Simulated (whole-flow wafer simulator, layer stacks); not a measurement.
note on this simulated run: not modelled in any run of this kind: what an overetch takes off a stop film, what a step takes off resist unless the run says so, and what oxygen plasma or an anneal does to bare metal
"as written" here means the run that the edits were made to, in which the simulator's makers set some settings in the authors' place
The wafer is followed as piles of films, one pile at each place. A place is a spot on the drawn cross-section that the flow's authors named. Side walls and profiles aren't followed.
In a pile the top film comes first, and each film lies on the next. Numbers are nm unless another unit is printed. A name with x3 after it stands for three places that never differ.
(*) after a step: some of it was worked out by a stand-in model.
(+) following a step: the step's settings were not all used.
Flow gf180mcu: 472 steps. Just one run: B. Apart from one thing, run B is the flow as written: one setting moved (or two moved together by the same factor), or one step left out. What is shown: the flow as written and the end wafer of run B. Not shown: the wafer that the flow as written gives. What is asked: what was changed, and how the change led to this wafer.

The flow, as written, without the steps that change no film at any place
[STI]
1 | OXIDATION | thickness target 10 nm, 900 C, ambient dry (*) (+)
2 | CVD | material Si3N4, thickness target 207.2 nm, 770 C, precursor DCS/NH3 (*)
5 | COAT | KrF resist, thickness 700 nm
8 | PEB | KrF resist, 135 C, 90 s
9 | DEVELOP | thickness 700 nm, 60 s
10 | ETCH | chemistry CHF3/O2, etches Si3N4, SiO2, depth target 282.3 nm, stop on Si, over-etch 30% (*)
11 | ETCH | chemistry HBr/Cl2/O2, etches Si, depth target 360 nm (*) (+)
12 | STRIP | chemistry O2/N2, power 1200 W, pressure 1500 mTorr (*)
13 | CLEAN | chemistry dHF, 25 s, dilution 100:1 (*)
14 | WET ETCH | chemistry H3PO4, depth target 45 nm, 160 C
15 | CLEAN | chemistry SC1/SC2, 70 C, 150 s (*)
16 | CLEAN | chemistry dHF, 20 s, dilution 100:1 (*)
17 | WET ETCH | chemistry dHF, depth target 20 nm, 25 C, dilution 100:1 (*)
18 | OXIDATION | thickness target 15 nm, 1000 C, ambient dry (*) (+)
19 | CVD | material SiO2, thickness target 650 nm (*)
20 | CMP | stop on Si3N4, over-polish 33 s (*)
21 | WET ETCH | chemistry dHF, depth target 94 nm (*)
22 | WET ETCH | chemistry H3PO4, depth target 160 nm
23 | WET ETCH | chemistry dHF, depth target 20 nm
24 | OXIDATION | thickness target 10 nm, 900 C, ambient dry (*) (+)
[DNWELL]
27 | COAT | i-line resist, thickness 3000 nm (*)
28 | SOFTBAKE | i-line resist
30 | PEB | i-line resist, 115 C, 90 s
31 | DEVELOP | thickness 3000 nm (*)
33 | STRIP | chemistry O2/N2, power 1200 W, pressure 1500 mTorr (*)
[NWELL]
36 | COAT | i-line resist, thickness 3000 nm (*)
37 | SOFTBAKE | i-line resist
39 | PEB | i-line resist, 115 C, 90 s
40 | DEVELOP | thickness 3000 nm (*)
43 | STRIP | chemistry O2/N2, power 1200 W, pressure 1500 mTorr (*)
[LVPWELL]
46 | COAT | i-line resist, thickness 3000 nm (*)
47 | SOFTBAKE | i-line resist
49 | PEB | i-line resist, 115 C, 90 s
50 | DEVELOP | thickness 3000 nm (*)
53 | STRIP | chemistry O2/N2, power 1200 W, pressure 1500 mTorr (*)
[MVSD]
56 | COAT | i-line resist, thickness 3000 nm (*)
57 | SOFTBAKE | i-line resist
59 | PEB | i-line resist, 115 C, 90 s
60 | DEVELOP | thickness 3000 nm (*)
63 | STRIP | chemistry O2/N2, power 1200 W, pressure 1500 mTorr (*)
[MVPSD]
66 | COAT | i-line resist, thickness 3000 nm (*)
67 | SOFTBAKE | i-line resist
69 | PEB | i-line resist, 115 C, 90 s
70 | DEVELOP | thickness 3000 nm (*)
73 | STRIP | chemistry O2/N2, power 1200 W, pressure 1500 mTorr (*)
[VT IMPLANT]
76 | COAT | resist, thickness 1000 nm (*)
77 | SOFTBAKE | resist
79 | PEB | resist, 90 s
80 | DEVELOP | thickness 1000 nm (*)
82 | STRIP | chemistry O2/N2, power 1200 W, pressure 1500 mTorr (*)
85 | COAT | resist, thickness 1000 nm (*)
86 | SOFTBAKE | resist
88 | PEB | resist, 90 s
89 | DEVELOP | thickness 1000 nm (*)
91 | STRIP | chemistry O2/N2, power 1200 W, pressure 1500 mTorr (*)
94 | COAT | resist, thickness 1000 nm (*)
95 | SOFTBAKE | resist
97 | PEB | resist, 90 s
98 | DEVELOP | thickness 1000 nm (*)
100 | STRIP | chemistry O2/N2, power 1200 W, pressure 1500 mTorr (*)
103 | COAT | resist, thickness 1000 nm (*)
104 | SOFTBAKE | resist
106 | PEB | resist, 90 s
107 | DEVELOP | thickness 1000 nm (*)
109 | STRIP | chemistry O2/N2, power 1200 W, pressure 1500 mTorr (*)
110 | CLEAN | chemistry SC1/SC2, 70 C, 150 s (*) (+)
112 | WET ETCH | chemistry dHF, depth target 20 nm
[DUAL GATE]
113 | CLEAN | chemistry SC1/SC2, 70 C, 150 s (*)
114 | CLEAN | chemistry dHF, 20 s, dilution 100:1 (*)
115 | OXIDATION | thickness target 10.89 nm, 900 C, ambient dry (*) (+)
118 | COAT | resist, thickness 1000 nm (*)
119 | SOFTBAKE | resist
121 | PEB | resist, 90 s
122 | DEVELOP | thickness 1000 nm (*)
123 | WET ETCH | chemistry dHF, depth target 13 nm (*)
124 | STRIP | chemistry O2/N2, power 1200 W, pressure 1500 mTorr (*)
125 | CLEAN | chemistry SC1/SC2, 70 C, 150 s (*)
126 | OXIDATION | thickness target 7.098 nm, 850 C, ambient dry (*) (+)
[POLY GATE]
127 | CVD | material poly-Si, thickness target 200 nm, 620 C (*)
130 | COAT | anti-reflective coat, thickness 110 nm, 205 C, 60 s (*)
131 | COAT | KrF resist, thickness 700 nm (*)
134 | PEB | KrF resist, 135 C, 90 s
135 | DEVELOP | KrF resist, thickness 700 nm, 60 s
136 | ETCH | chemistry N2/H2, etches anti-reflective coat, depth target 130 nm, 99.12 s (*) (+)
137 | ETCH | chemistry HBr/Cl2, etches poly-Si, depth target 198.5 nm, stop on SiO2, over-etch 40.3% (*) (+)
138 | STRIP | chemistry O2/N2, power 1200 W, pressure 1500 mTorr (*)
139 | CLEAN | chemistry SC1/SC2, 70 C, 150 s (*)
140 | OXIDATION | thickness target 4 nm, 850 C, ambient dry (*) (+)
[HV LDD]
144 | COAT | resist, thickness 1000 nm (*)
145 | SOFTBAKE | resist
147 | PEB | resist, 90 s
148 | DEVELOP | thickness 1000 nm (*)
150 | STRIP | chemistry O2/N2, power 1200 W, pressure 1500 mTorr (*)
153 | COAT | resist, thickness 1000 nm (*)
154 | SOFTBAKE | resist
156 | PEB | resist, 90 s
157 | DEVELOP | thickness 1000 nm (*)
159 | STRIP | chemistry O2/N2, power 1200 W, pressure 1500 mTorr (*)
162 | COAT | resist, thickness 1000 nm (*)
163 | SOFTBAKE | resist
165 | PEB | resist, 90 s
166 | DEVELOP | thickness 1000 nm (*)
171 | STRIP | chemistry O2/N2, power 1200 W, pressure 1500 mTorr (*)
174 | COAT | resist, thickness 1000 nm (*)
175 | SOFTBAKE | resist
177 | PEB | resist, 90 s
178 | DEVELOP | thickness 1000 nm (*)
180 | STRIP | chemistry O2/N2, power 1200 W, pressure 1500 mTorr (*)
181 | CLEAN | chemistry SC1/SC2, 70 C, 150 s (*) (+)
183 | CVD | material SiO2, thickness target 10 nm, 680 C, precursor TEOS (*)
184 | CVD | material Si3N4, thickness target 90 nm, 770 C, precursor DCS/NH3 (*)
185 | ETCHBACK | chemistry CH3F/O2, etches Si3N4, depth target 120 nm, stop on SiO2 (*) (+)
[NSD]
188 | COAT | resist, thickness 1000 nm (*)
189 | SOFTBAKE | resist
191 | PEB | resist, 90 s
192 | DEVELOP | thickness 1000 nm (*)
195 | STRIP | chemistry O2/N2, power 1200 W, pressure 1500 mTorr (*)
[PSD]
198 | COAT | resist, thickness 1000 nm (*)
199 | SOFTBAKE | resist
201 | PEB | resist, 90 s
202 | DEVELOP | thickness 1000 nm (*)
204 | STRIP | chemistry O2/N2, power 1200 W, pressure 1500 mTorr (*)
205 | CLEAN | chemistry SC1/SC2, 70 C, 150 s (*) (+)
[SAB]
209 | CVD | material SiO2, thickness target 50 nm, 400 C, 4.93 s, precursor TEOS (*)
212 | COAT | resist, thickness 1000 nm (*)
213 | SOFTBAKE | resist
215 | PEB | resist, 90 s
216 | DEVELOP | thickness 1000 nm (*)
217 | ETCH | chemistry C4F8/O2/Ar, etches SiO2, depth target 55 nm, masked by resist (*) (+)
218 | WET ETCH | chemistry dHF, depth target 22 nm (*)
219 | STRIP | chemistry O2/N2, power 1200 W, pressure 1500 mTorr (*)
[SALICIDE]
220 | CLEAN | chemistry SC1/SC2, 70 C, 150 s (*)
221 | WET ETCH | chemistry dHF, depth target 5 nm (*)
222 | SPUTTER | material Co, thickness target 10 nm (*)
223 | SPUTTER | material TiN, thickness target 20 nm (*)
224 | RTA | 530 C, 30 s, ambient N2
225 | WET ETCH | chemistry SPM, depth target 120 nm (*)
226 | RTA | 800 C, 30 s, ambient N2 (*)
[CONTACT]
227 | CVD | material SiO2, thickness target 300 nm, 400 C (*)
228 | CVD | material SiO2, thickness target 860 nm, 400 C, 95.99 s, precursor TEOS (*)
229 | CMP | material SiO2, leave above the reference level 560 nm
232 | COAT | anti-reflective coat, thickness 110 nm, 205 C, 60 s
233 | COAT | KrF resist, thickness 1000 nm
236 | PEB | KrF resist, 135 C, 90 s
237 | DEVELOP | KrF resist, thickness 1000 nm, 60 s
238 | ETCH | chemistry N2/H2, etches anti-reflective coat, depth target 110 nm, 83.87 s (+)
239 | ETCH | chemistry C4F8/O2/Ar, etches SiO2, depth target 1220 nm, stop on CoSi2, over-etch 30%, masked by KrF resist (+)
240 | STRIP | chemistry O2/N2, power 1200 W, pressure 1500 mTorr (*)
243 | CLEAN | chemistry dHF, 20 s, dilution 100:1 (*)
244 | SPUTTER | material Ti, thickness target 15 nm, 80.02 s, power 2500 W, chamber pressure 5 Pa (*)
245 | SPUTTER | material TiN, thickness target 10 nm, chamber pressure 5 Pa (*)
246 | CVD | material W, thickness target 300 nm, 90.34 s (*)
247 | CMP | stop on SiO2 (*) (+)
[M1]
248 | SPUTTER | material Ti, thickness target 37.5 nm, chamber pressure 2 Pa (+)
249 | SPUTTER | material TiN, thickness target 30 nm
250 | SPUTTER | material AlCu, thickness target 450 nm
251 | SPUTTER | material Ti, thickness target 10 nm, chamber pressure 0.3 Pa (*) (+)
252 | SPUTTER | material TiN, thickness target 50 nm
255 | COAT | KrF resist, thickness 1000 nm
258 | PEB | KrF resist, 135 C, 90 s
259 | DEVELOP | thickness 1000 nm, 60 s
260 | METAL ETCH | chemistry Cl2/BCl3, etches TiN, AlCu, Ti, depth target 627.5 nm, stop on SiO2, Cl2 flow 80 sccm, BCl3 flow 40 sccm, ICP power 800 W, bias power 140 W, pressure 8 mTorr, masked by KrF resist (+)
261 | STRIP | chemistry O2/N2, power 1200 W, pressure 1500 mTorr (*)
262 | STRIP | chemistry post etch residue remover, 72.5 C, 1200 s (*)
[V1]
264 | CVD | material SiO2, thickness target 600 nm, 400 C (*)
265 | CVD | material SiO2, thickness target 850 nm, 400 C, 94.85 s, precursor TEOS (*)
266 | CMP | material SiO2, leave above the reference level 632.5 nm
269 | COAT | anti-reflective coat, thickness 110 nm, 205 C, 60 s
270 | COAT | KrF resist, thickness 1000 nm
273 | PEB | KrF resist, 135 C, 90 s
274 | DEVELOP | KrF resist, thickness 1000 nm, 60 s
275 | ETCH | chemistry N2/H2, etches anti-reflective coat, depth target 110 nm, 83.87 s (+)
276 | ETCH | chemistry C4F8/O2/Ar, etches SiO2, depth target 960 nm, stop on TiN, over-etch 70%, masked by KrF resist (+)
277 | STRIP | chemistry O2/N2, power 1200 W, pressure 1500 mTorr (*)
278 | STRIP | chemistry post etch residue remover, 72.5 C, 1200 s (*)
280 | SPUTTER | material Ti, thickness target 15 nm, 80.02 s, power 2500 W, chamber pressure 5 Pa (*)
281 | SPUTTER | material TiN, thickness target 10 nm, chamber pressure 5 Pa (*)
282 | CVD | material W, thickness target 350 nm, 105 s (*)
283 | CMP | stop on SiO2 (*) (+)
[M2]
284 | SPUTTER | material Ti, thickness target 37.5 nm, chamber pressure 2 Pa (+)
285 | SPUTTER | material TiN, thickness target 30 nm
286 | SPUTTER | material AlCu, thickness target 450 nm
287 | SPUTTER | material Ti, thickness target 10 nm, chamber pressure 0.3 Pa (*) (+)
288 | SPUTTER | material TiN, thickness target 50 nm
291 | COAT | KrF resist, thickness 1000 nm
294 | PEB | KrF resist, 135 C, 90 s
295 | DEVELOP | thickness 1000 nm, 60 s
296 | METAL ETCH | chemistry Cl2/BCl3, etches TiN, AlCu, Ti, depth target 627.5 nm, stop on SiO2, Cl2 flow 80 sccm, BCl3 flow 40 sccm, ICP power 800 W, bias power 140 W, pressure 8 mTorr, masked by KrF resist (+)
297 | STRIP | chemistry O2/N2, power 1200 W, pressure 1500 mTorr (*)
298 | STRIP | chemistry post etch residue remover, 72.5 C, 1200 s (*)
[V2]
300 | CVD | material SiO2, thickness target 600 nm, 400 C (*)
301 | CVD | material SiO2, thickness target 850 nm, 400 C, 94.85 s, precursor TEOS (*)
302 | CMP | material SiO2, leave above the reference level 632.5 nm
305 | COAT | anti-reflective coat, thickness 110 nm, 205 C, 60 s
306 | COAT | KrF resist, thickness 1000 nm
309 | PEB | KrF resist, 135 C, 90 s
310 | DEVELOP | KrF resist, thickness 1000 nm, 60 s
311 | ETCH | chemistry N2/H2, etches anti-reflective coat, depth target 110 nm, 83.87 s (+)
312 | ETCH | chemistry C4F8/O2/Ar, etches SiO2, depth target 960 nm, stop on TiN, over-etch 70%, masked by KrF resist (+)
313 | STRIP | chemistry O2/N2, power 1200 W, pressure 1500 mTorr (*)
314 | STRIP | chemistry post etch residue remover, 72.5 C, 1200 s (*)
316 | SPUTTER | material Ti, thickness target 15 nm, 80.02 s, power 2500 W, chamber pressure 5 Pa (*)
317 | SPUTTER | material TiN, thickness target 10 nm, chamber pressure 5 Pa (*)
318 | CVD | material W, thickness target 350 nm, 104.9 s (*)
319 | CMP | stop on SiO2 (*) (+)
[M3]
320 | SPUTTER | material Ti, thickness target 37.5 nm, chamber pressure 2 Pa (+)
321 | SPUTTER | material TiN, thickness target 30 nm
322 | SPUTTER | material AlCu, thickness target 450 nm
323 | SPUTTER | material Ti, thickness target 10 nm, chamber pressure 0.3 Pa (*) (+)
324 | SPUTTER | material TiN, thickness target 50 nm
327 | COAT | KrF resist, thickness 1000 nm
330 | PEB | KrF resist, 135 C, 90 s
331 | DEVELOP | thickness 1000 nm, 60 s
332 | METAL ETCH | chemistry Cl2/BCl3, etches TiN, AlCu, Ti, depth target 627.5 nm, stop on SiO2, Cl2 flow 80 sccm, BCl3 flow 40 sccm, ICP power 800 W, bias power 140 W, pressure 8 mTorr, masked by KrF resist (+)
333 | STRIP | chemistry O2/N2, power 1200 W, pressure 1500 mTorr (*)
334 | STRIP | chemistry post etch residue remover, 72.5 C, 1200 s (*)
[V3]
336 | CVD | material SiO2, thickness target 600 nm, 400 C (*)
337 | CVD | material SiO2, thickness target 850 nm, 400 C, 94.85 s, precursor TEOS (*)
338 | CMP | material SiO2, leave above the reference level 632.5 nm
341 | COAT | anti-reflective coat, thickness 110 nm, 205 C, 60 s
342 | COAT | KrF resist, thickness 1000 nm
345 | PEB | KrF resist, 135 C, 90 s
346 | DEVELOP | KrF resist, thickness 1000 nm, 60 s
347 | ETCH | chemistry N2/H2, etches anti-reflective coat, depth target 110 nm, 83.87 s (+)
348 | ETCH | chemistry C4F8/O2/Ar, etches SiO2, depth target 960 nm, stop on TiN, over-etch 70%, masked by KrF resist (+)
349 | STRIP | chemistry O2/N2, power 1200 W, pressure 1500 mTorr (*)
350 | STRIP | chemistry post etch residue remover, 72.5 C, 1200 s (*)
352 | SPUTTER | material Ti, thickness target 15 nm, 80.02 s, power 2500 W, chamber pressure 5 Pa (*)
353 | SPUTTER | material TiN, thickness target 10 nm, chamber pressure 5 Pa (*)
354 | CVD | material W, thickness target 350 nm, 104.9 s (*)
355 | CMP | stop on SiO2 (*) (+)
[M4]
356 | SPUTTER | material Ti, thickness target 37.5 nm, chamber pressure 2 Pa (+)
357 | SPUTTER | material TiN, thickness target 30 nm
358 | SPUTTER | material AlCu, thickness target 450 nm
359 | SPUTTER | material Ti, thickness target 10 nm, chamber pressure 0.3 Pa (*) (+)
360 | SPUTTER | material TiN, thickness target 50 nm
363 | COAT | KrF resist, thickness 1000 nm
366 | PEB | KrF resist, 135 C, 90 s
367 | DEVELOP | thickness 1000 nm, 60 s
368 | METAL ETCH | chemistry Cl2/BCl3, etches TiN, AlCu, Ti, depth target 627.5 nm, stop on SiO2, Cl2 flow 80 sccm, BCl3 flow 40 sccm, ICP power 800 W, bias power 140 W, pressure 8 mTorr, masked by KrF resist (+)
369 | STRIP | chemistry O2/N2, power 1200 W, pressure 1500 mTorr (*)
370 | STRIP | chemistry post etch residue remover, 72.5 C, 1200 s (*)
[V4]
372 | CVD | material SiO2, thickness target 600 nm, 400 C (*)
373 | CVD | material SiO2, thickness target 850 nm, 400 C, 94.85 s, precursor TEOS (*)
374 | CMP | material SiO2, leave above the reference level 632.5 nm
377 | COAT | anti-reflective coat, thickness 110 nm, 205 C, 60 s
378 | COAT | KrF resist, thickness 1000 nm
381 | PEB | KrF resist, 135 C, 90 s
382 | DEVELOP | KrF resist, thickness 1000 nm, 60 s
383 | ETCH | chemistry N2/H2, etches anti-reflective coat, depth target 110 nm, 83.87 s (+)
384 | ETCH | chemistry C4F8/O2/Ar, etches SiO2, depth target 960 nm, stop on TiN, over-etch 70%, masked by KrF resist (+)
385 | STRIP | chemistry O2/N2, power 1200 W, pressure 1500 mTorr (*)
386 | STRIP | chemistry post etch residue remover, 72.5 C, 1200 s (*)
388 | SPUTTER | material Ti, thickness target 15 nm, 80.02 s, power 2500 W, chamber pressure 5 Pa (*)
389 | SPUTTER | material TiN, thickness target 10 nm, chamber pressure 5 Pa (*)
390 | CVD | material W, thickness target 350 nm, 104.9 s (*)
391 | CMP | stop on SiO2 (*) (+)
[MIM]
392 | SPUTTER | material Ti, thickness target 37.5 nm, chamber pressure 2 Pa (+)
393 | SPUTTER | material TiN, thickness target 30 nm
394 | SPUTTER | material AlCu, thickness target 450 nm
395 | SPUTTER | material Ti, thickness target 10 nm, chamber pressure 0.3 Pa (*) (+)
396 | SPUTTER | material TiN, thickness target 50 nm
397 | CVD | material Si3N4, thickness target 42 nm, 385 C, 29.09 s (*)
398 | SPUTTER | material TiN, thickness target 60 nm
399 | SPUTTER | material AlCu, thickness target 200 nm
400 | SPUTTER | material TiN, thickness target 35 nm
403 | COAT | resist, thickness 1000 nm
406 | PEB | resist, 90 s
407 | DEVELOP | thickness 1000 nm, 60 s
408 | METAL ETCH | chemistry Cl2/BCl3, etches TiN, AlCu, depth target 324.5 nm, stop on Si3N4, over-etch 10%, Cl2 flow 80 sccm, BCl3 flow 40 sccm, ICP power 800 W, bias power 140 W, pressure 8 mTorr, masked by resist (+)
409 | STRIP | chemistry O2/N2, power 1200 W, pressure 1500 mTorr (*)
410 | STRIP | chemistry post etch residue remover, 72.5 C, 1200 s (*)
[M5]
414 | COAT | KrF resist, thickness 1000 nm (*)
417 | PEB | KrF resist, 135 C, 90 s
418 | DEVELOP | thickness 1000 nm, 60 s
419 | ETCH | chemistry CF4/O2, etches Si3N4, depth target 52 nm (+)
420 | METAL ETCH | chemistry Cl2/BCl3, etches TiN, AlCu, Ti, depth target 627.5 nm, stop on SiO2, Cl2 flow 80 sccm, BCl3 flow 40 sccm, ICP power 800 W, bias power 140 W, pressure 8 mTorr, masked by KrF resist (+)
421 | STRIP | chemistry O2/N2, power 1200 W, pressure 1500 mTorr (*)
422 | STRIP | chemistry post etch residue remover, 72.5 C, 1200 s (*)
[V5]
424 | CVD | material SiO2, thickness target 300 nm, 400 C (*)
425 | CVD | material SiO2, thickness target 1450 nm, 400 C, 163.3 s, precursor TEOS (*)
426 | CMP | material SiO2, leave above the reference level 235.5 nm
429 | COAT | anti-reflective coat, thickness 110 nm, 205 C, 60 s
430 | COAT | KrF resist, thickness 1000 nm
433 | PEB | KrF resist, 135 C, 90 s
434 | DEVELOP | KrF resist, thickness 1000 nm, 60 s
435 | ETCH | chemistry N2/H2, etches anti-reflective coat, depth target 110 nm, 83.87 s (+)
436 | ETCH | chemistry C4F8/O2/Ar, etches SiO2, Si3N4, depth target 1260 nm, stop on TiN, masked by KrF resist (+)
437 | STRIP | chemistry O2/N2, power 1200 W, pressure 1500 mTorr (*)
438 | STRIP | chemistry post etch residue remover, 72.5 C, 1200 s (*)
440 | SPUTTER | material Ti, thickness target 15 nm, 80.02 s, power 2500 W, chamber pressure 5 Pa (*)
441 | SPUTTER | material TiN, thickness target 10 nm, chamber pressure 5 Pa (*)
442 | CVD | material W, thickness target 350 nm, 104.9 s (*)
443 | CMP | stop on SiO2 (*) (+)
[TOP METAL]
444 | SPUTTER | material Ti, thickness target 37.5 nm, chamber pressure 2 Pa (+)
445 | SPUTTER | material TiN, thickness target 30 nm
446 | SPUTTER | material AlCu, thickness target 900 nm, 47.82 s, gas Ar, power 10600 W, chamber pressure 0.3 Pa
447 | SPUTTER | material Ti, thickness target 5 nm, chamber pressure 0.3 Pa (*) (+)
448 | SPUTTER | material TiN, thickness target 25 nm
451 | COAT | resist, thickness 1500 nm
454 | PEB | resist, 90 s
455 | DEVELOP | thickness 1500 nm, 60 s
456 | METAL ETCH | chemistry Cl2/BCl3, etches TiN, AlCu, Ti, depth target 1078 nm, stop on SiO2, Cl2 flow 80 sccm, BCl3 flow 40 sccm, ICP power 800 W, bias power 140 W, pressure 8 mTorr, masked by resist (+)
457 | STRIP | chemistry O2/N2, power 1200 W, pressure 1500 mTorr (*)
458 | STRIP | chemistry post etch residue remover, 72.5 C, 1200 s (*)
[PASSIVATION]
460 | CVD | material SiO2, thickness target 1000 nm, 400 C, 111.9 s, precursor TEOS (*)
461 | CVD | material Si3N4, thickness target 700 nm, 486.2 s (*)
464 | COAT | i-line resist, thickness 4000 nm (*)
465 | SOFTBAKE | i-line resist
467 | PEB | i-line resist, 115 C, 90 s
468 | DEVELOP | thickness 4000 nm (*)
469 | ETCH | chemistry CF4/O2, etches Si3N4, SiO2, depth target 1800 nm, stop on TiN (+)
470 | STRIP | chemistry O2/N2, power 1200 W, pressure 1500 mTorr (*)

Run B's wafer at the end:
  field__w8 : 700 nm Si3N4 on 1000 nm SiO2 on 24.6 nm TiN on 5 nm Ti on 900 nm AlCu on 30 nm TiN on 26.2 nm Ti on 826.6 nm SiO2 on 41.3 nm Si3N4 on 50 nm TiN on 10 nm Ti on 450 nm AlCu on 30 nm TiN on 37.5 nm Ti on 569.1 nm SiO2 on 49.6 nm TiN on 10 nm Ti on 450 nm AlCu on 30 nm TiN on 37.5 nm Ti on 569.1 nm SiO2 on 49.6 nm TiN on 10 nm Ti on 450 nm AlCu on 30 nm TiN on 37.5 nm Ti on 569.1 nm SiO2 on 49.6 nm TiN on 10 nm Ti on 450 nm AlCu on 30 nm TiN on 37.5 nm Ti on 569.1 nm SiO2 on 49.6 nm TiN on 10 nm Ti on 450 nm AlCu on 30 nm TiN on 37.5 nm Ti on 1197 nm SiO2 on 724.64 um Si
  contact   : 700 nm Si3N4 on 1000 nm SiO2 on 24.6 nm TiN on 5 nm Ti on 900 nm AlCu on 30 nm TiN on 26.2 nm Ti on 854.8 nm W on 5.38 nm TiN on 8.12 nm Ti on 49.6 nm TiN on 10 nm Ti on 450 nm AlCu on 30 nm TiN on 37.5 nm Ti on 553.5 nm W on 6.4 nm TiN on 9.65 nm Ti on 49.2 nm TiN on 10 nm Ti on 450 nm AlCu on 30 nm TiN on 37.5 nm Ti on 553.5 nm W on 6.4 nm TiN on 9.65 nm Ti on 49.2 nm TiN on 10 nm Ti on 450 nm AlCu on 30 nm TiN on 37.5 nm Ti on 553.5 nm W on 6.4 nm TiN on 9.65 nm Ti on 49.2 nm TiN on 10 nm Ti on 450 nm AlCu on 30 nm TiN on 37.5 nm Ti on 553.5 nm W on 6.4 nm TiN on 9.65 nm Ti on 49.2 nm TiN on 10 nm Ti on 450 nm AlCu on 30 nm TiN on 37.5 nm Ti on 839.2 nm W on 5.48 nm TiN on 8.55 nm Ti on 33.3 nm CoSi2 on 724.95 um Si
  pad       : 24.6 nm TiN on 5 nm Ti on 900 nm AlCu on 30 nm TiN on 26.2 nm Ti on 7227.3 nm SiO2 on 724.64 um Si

The reason: step 444, SPUTTER: thickness target 26.2 nm was run, though the flow has thickness target 37.5 nm.
The wafer itself shows it: field__w8 has Ti 26.2, and step 444 as written asks for 37.5 nm.

How this came from the change, step by step:
  444 | SPUTTER | material Ti, thickness target 37.5 nm, chamber pressure 2 Pa (+)
      field, field__w1, field__w2 and 109 more: Ti gains 26.2 (new film) (it would be, as written: Ti gains 37.5 (new film))
  456 | METAL ETCH | chemistry Cl2/BCl3, etches TiN, AlCu, Ti, depth target 1078 nm, stop on SiO2, Cl2 flow 80 sccm, BCl3 flow 40 sccm, ICP power 800 W, bias power 140 W, pressure 8 mTorr, masked by resist (+)
      field, field__w1, field__w2 and 103 more: TiN loses 25 (all of it), Ti loses 5 (all of it), AlCu loses 900 (all of it), TiN loses 30 (all of it), Ti loses 26.2 (all of it) (it would be, as written: TiN loses 25 (all of it), Ti loses 5 (all of it), AlCu loses 900 (all of it), TiN loses 30 (all of it), Ti loses 37.5 (all of it))
